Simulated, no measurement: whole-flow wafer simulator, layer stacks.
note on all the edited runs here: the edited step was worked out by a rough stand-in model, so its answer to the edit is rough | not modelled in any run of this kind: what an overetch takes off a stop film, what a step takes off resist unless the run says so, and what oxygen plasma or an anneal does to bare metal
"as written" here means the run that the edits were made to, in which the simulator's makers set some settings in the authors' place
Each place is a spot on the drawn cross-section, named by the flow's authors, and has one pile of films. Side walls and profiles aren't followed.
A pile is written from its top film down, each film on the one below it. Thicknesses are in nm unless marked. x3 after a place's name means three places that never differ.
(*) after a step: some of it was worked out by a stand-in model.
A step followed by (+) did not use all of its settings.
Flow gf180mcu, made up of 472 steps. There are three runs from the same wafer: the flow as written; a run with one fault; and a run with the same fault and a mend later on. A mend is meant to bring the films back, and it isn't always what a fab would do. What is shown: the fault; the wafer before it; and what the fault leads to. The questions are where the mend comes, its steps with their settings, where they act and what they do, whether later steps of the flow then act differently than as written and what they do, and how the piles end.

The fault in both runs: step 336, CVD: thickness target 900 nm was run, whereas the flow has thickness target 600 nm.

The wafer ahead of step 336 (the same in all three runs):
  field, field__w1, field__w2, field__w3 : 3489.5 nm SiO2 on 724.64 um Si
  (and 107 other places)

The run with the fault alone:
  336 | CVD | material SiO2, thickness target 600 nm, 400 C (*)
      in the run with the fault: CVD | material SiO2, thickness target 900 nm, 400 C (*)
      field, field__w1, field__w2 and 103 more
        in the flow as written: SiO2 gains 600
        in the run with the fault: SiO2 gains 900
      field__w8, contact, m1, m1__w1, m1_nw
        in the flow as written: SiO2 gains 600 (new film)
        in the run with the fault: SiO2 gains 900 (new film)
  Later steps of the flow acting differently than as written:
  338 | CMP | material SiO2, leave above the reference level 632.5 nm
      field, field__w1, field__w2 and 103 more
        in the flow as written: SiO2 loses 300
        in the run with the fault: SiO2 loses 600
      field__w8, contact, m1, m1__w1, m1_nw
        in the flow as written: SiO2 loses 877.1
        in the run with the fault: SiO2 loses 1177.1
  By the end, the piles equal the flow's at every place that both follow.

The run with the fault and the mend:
  After step 347 comes the mend.
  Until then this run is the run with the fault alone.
  348 | ETCH | chemistry C4F8/O2/Ar, etches SiO2, depth target 1260 nm, stop on TiN, over-etch 70%, masked by KrF resist (+) (the flow's step 348; as written it has depth target 960 nm)
      field, field__w1, field__w2 and 107 more
        KrF resist loses 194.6
      contact
        SiO2 loses 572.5 (all of it)
  Every later step of the flow that is run acts as written, at every place that is followed, to within 2% or 0.5 nm, whichever is larger.
  By the end, the piles equal the flow's at every place that both follow.
